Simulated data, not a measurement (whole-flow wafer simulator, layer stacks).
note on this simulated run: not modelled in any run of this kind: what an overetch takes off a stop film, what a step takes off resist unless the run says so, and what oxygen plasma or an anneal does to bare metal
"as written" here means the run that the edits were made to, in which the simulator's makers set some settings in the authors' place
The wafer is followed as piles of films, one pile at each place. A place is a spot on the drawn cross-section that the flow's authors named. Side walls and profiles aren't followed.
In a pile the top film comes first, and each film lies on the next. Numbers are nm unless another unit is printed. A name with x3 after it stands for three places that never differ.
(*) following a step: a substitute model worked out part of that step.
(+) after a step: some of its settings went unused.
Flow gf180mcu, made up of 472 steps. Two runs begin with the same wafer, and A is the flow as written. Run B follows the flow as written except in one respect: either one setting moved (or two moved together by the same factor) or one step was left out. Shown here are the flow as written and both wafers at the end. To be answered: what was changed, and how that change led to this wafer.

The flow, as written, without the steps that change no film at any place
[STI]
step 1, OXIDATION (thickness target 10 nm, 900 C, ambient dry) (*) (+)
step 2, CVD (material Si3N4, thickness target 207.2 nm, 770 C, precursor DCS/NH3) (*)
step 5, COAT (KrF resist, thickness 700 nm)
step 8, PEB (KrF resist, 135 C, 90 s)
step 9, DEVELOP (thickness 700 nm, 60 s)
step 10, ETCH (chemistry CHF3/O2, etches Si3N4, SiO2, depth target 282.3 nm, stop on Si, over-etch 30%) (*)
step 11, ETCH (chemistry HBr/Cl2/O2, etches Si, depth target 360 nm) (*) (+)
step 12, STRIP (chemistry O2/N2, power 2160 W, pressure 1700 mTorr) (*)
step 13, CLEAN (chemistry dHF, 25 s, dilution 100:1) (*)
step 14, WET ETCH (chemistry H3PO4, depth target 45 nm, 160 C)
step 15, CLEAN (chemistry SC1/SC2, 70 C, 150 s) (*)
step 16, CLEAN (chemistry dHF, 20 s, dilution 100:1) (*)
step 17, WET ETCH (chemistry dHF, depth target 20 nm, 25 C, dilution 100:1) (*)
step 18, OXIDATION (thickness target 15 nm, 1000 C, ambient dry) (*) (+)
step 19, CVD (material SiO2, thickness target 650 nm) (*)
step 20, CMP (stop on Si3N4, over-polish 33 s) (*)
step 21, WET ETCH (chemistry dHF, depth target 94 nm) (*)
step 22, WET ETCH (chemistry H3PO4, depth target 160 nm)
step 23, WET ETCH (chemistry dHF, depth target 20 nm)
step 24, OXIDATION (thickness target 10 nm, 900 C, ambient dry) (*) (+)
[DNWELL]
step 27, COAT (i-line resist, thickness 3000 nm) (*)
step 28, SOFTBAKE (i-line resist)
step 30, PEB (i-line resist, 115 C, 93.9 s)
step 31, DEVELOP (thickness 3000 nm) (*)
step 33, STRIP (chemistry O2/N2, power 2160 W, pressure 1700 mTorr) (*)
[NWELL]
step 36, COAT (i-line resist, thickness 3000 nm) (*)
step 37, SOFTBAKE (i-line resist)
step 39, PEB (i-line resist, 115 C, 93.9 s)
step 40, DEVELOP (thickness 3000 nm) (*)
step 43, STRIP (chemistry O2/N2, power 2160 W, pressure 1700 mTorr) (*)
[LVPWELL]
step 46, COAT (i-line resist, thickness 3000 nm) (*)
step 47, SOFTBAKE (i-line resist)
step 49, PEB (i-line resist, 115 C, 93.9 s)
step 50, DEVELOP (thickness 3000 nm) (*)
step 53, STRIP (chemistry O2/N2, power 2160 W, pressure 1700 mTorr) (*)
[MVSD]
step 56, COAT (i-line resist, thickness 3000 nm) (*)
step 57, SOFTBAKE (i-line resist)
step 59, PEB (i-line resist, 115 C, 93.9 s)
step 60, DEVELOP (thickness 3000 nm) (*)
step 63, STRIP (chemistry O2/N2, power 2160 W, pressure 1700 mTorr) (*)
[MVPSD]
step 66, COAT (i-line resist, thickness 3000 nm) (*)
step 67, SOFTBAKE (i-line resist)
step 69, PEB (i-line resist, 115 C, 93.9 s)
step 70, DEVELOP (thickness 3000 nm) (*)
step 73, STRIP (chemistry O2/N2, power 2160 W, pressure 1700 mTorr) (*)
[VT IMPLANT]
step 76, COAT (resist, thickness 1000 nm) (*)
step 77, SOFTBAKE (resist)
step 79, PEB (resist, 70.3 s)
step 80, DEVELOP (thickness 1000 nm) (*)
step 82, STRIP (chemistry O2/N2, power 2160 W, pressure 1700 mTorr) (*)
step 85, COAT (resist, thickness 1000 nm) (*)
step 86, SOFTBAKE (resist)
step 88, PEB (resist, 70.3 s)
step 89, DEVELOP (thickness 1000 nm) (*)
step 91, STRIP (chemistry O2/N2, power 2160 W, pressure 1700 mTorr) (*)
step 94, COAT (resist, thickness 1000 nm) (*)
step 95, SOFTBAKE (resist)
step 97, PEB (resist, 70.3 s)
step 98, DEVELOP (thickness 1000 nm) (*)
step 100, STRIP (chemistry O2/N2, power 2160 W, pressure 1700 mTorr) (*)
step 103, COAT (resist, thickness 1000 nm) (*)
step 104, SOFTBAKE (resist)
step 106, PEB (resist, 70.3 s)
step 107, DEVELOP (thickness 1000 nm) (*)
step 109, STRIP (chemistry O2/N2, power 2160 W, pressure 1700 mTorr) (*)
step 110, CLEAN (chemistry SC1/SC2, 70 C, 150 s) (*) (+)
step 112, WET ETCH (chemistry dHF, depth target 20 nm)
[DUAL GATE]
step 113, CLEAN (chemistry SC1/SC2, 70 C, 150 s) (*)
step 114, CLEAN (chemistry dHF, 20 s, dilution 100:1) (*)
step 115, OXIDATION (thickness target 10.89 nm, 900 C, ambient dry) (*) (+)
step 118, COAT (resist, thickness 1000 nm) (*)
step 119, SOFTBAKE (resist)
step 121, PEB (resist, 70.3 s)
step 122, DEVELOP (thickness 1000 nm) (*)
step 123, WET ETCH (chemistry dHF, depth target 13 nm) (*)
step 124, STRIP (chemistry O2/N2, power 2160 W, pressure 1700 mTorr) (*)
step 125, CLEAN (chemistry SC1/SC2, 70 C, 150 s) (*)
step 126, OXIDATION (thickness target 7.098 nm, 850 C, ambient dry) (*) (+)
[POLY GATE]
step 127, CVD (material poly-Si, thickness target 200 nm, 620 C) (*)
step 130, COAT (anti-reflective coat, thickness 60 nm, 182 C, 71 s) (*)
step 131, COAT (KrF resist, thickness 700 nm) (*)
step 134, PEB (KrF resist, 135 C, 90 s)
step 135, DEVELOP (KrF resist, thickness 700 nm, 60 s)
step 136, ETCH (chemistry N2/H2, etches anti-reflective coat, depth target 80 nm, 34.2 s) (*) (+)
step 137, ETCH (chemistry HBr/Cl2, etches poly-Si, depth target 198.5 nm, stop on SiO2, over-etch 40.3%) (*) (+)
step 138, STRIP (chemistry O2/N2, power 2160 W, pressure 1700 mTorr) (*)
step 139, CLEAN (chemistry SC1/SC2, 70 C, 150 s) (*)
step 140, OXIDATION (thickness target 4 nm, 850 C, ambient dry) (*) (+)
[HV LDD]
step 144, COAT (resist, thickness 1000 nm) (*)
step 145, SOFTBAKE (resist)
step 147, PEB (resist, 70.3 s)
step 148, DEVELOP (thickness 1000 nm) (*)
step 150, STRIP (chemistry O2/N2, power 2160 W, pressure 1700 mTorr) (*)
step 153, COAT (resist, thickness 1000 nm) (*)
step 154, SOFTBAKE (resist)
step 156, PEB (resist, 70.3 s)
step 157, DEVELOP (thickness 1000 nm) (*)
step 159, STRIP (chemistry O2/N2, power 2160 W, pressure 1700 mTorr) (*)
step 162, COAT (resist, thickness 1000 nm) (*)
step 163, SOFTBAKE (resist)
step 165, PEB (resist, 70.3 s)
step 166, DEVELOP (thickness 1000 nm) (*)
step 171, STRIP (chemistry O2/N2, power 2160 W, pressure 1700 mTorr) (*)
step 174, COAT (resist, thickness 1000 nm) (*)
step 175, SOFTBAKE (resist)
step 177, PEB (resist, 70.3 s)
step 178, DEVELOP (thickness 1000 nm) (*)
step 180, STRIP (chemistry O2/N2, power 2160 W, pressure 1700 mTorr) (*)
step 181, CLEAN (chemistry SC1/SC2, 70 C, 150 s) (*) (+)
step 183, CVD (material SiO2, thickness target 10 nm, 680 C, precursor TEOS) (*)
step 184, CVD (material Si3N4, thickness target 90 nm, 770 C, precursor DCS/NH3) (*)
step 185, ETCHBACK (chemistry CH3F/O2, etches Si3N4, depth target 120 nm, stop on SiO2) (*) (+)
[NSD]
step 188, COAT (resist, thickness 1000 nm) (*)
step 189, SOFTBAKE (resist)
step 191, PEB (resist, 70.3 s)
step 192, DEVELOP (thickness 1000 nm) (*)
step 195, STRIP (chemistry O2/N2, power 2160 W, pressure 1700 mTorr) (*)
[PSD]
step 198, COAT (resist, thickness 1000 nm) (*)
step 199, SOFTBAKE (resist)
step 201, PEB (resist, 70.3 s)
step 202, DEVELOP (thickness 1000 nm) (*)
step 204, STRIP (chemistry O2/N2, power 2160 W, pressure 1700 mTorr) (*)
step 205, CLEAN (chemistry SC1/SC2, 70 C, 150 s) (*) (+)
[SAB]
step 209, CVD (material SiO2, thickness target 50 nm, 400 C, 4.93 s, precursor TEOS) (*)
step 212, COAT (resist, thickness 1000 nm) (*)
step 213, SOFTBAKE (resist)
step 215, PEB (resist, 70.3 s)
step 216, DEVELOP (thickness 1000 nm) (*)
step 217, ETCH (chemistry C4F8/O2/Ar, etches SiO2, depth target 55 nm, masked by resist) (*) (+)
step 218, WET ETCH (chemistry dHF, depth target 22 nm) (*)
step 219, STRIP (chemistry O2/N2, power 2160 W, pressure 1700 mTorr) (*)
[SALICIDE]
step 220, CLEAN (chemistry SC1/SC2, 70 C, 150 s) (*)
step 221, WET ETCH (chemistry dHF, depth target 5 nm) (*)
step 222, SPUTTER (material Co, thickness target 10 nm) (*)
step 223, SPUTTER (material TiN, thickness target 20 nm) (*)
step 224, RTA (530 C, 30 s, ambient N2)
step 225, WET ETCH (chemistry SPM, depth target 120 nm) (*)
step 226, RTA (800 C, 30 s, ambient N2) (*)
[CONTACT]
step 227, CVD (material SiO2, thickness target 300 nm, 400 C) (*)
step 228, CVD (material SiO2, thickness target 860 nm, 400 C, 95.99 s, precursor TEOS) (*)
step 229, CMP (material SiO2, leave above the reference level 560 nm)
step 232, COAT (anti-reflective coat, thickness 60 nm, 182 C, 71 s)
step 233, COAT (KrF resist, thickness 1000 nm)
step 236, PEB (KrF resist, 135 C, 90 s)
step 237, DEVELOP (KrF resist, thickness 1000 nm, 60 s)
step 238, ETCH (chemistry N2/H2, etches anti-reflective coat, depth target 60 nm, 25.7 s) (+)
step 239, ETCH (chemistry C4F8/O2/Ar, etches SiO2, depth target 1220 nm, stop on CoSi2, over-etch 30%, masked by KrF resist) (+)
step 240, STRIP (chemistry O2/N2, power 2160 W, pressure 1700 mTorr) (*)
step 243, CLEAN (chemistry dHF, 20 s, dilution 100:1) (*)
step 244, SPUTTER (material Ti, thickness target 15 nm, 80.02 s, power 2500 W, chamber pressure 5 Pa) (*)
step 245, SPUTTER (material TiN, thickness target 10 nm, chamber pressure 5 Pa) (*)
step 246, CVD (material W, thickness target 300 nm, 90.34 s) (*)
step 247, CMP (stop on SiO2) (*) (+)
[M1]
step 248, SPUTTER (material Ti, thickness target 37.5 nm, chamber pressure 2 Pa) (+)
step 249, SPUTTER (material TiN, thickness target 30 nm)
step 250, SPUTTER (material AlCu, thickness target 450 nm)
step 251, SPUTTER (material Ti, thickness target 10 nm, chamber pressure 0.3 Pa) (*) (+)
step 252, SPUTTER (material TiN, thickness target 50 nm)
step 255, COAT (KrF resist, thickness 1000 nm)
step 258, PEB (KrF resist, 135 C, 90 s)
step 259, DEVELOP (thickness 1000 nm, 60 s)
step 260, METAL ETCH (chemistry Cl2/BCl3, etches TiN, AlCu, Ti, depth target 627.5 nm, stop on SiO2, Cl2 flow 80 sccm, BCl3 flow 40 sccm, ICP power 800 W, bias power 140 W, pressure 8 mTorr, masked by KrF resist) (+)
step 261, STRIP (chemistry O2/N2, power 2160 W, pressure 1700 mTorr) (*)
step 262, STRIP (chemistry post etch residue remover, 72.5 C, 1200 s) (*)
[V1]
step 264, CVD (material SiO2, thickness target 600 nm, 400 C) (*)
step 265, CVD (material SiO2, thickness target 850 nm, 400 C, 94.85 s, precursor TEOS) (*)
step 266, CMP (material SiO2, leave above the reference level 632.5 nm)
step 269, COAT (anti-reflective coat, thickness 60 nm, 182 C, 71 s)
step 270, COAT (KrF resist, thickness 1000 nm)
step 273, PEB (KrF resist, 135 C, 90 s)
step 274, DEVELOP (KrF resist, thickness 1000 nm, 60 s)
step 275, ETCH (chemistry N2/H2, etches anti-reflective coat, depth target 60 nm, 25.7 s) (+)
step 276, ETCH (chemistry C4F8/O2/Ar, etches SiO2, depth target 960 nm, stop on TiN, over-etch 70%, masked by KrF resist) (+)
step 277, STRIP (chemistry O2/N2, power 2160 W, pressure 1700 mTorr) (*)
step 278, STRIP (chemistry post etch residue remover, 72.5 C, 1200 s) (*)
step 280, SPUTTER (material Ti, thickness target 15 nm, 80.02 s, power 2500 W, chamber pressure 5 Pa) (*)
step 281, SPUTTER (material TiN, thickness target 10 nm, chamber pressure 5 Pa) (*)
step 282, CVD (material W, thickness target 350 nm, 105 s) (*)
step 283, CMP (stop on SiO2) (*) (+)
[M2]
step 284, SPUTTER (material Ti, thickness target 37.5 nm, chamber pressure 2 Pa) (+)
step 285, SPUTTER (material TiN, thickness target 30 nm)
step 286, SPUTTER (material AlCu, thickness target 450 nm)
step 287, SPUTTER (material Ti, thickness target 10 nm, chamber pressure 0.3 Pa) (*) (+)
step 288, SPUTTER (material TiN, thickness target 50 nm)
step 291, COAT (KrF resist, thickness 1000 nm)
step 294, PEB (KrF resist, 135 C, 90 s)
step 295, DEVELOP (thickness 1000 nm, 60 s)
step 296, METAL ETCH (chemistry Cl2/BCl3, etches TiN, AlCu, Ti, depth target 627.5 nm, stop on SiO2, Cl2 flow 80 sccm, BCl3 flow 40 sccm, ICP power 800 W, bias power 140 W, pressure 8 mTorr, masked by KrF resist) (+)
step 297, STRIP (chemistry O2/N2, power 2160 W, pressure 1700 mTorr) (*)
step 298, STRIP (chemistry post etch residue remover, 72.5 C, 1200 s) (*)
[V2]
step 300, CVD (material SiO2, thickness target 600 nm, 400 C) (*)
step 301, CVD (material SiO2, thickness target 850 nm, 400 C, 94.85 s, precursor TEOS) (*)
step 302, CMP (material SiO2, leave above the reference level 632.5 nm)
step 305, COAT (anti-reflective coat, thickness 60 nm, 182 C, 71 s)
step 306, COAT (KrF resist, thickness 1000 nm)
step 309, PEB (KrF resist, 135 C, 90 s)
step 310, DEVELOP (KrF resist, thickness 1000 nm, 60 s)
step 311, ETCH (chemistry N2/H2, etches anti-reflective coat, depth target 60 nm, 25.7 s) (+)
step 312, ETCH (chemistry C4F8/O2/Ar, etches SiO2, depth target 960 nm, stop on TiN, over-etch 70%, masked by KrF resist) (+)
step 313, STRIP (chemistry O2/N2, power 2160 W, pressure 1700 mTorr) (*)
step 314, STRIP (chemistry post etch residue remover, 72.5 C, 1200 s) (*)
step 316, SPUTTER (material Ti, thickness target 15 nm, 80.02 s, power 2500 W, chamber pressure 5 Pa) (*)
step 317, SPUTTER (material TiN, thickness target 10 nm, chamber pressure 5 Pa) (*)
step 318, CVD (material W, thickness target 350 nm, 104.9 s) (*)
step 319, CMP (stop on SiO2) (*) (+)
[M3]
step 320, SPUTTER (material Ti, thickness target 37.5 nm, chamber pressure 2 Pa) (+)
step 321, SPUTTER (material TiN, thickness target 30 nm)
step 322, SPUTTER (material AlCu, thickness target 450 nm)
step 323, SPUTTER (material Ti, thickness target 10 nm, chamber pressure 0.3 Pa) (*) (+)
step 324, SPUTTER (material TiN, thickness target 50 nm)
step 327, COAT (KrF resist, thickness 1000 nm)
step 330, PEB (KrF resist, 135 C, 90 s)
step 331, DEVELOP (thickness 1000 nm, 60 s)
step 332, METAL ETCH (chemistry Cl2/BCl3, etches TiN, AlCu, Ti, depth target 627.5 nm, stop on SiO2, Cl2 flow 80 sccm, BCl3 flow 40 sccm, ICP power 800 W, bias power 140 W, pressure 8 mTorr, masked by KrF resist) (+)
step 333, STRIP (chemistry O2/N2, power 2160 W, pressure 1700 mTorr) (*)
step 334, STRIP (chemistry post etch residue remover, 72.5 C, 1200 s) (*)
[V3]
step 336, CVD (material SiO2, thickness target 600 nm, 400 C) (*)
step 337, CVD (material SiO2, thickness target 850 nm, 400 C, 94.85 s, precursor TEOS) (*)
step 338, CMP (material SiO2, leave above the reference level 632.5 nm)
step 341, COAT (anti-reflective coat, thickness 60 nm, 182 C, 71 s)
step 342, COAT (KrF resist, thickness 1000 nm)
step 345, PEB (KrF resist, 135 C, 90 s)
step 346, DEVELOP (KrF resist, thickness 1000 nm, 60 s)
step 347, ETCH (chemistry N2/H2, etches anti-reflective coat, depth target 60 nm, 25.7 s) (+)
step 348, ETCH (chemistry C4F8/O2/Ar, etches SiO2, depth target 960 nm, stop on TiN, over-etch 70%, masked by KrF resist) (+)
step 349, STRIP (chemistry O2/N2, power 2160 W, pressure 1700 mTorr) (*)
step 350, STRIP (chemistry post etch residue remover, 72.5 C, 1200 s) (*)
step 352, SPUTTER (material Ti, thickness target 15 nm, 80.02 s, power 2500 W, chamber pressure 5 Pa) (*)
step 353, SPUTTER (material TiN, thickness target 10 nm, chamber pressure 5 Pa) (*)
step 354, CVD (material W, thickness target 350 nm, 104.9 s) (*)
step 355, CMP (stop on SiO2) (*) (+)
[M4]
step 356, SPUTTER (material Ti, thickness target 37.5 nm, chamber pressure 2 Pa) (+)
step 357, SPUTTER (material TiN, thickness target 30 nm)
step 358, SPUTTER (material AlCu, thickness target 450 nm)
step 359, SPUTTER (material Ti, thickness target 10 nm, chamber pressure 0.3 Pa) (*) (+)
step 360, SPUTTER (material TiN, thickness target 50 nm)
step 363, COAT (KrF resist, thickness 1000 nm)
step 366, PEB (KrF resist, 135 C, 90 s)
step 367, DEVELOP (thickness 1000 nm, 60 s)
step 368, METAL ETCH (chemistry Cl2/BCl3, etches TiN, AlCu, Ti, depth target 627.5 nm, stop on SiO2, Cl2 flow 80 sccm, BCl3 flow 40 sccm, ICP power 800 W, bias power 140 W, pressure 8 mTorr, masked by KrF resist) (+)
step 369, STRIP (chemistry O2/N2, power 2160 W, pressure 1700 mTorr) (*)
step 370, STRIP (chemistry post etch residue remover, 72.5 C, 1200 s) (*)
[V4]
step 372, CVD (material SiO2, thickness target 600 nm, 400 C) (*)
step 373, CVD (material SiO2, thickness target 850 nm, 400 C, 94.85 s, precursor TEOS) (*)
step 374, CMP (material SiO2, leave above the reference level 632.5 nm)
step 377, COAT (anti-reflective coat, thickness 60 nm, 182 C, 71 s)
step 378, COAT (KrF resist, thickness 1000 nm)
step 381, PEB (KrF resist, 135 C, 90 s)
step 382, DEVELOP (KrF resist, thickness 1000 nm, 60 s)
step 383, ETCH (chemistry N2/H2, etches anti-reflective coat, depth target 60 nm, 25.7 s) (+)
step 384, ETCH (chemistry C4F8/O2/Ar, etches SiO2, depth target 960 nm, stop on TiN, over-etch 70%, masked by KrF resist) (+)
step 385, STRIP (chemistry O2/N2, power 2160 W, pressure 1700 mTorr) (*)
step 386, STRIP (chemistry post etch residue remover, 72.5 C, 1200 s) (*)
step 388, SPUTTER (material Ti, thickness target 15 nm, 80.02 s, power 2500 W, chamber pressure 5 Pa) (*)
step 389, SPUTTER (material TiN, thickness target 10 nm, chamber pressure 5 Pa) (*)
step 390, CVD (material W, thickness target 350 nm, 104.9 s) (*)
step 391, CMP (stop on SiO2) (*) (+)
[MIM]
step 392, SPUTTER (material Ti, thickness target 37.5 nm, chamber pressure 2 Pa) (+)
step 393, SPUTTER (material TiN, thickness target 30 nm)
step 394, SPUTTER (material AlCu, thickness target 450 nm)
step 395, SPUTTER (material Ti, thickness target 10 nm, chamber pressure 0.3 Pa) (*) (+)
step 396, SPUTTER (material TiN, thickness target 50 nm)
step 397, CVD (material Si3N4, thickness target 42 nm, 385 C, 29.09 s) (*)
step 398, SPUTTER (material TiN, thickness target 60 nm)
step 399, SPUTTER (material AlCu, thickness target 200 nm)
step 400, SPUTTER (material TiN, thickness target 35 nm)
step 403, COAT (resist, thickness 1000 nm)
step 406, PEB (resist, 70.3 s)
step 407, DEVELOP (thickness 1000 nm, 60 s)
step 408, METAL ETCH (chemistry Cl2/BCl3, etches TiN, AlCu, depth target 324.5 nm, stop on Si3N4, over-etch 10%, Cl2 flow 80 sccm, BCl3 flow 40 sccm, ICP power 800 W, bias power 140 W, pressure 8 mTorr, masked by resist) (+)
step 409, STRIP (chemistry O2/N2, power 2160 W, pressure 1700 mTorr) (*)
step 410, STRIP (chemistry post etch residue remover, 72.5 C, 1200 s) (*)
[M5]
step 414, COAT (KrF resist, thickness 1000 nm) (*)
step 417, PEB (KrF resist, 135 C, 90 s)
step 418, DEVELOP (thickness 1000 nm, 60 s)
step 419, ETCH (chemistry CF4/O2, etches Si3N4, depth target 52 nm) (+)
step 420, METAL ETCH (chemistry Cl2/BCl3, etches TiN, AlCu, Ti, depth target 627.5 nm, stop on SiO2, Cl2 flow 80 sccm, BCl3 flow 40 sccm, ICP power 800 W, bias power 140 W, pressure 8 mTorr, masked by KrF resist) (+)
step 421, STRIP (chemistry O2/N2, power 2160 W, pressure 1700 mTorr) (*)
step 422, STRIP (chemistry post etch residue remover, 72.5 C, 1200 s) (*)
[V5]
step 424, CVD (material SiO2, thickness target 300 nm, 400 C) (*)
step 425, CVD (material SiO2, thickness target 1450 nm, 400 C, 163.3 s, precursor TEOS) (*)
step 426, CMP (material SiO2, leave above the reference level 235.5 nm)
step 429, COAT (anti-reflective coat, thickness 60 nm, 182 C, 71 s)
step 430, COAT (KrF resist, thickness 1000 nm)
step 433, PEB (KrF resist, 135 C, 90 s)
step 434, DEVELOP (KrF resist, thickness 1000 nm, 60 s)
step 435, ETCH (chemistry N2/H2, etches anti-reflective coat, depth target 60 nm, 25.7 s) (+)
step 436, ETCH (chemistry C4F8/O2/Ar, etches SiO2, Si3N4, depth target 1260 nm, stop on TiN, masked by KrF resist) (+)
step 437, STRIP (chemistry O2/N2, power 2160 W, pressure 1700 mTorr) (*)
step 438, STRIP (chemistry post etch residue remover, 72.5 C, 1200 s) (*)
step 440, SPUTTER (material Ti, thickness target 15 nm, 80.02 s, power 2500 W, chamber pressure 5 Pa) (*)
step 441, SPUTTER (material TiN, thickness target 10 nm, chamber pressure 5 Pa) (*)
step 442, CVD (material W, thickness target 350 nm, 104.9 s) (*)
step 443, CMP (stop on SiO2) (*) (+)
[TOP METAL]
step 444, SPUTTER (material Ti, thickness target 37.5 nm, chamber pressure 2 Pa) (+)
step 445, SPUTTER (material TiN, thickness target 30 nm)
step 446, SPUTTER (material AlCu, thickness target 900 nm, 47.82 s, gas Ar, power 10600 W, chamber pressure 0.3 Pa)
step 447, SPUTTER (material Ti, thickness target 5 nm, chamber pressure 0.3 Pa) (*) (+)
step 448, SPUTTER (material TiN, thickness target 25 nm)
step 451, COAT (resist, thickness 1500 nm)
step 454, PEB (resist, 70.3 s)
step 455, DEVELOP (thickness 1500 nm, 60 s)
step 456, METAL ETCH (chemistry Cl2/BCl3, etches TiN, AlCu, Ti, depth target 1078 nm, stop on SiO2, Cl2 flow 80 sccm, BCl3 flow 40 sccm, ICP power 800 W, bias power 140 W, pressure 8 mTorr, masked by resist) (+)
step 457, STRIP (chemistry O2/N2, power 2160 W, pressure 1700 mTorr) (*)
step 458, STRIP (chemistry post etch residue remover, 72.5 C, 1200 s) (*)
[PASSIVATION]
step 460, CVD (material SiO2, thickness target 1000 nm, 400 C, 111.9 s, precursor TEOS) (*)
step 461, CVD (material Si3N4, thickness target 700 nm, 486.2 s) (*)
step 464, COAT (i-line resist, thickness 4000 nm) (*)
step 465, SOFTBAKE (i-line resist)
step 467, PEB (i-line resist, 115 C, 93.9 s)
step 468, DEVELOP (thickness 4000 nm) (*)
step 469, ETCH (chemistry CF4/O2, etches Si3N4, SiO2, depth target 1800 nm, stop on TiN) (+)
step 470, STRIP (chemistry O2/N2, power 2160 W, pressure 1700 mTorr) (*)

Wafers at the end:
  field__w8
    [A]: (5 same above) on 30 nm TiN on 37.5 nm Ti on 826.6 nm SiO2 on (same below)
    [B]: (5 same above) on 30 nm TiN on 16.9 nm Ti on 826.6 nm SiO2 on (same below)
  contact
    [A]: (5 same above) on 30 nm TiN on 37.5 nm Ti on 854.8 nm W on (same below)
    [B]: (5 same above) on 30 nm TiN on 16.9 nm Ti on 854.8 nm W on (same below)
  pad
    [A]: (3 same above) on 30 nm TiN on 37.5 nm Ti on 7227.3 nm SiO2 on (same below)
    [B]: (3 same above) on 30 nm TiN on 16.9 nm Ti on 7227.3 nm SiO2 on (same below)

What caused this: step 444, SPUTTER: thickness target 16.9 nm was run, though the flow has thickness target 37.5 nm.
The wafer itself shows it: field__w8 has Ti 16.9, and step 444 as written asks for 37.5 nm.

The path from the change to this, step by step:
  step 444, SPUTTER (material Ti, thickness target 37.5 nm, chamber pressure 2 Pa) (+)
      field, field__w1, field__w2 and 109 more: A Ti gains 37.5 (new film) | B Ti gains 16.9 (new film)
  step 456, METAL ETCH (chemistry Cl2/BCl3, etches TiN, AlCu, Ti, depth target 1078 nm, stop on SiO2, Cl2 flow 80 sccm, BCl3 flow 40 sccm, ICP power 800 W, bias power 140 W, pressure 8 mTorr, masked by resist) (+)
      field, field__w1, field__w2 and 103 more: A TiN loses 25 (all of it), Ti loses 5 (all of it), AlCu loses 900 (all of it), TiN loses 30 (all of it), Ti loses 37.5 (all of it) | B TiN loses 25 (all of it), Ti loses 5 (all of it), AlCu loses 900 (all of it), TiN loses 30 (all of it), Ti loses 16.9 (all of it)
  step 465, SOFTBAKE (i-line resist)
      ld_acc_p, ld_fp_p, ld_drift_p: A i-line resist gains 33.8 | B i-line resist gains 32.8
      field__w11, field__w13: A i-line resist gains 37.6 | B i-line resist gains 36.5
      (also at 58 further places)
